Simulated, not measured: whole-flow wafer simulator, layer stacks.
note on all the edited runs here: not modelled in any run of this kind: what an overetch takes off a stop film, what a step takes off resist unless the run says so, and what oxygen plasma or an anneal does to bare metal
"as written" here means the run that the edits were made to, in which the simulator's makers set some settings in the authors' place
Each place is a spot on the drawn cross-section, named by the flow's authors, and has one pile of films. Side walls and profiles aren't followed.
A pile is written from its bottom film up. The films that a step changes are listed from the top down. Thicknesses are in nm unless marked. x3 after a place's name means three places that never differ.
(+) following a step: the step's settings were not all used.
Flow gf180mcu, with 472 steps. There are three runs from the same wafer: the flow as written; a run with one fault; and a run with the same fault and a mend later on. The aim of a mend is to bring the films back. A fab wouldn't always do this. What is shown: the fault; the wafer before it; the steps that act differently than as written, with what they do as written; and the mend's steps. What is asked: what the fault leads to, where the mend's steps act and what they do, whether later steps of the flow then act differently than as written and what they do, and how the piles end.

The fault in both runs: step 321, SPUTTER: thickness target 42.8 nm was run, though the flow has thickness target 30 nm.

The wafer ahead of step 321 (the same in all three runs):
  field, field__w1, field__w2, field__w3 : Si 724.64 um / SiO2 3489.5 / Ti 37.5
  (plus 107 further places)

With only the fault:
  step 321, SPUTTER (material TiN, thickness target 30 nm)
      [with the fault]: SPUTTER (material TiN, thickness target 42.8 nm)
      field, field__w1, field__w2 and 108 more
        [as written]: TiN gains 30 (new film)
        [with the fault]: TiN gains 42.8 (new film)
  Later steps of the flow acting differently than as written:
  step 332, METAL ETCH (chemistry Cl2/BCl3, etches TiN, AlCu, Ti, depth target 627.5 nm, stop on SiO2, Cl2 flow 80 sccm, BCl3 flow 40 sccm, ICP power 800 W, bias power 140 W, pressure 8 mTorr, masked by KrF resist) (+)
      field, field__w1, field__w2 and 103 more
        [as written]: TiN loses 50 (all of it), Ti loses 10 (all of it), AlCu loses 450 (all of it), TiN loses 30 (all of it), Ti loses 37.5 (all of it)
        [with the fault]: TiN loses 50 (all of it), Ti loses 10 (all of it), AlCu loses 450 (all of it), TiN loses 42.8 (all of it), Ti loses 37.5 (all of it)
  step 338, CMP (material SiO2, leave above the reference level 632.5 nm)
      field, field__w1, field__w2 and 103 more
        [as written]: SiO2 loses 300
        [with the fault]: SiO2 loses 287.2
  At field__w8, contact, m1, m1__w1, m1_nw, the piles at the end differ from the flow's by more than 2% or 0.5 nm, whichever is larger.
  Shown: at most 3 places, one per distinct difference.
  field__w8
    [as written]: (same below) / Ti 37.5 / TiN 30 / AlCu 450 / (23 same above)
    [with the fault]: (same below) / Ti 37.5 / TiN 42.8 / AlCu 450 / (23 same above)
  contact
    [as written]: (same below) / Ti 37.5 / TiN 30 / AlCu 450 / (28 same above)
    [with the fault]: (same below) / Ti 37.5 / TiN 42.8 / AlCu 450 / (28 same above)

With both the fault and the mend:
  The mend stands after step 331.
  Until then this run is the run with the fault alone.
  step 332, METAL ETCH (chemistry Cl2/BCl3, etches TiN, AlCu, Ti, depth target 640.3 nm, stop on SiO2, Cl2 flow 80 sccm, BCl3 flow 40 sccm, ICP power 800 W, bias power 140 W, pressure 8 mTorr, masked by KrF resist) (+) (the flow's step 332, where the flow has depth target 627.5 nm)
      field, field__w1, field__w2 and 103 more
        TiN loses 50 (all of it), Ti loses 10 (all of it), AlCu loses 450 (all of it), TiN loses 42.8 (all of it), Ti loses 37.5 (all of it)
      field__w8, contact, m1, m1__w1, m1_nw
        KrF resist loses 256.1
  Later steps of the flow acting differently than as written (1 more step, not shown, differs only slightly: by at most 2% or 0.5 nm, whichever is larger):
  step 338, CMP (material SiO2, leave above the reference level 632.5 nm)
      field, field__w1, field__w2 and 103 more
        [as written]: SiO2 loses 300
        [with the mend]: SiO2 loses 287.2
  At field__w8, contact, m1, m1__w1, m1_nw, the piles at the end differ from the flow's by more than 2% or 0.5 nm, whichever is larger.
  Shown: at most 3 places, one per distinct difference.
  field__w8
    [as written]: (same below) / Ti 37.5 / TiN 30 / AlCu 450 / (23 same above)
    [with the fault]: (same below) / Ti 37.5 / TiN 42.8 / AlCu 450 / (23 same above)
    [with the mend]: (same below) / Ti 37.5 / TiN 42.8 / AlCu 450 / (23 same above)
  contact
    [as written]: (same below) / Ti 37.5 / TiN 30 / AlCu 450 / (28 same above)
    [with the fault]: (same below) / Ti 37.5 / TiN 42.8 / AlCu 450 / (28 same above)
    [with the mend]: (same below) / Ti 37.5 / TiN 42.8 / AlCu 450 / (28 same above)
